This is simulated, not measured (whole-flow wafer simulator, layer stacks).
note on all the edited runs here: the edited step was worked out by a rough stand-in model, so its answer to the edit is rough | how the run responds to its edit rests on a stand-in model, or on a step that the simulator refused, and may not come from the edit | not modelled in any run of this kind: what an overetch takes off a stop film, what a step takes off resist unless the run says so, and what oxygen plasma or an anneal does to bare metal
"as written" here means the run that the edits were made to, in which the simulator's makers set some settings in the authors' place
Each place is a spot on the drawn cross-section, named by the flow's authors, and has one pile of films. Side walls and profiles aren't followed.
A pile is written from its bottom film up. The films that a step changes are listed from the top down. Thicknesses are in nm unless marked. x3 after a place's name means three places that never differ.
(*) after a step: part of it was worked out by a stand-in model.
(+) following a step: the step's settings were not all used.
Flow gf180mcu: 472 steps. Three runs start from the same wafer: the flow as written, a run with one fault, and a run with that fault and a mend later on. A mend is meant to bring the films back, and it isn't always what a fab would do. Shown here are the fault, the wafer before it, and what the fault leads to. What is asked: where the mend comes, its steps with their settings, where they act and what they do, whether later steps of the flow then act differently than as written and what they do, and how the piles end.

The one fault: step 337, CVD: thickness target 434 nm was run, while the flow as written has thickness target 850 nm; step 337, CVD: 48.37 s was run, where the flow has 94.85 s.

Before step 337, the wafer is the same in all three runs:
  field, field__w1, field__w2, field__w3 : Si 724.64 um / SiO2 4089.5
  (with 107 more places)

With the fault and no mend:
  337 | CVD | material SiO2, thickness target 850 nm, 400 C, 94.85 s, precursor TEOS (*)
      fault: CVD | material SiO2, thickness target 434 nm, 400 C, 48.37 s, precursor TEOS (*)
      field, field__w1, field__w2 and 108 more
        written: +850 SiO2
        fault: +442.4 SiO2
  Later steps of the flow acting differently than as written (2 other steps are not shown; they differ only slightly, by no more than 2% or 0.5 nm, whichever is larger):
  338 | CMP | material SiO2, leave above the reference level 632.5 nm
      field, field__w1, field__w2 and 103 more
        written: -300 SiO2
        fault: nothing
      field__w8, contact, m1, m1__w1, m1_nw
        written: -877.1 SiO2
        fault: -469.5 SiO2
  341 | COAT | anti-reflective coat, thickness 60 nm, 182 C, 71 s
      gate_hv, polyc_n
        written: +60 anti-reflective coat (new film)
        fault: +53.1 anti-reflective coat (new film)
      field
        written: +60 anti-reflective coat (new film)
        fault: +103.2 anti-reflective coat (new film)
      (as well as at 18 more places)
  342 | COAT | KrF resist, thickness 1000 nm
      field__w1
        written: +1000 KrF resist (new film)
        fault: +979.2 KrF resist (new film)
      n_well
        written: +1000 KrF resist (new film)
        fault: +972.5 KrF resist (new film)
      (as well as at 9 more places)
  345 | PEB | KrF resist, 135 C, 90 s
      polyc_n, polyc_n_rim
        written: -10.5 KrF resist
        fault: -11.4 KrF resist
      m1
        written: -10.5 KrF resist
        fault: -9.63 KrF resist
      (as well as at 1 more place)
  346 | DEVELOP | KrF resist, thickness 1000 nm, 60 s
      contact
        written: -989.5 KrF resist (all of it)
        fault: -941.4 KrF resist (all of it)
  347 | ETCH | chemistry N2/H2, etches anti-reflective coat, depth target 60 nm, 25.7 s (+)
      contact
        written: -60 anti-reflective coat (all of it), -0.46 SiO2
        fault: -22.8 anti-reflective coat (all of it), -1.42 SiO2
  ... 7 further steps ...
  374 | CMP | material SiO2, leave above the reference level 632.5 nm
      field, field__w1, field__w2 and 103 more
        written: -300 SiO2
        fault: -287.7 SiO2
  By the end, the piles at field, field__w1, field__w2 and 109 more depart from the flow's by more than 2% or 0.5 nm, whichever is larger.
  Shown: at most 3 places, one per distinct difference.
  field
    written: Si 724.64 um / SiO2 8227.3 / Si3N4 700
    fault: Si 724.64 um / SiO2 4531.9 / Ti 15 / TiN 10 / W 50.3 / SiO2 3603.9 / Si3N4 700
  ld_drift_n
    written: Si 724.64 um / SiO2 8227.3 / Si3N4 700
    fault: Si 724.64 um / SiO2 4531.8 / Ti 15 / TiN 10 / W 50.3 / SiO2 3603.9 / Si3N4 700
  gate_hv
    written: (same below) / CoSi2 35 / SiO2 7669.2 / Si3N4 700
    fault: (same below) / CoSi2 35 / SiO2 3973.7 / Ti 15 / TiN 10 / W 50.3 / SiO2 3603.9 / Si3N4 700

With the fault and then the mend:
  The mend stands after step 337.
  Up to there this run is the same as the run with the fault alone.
  337a | CVD | material SiO2, thickness target 416 nm, 400 C, 46.42 s, precursor TEOS (*) (the flow's step 337, run once more with other settings)
      field, field__w1, field__w2 and 108 more
        +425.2 SiO2
  Later steps of the flow acting differently than as written:
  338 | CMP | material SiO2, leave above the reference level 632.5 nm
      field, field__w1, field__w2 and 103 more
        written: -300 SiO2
        mend: -317.6 SiO2
  At every place that both follow, the piles at the end match the flow's.
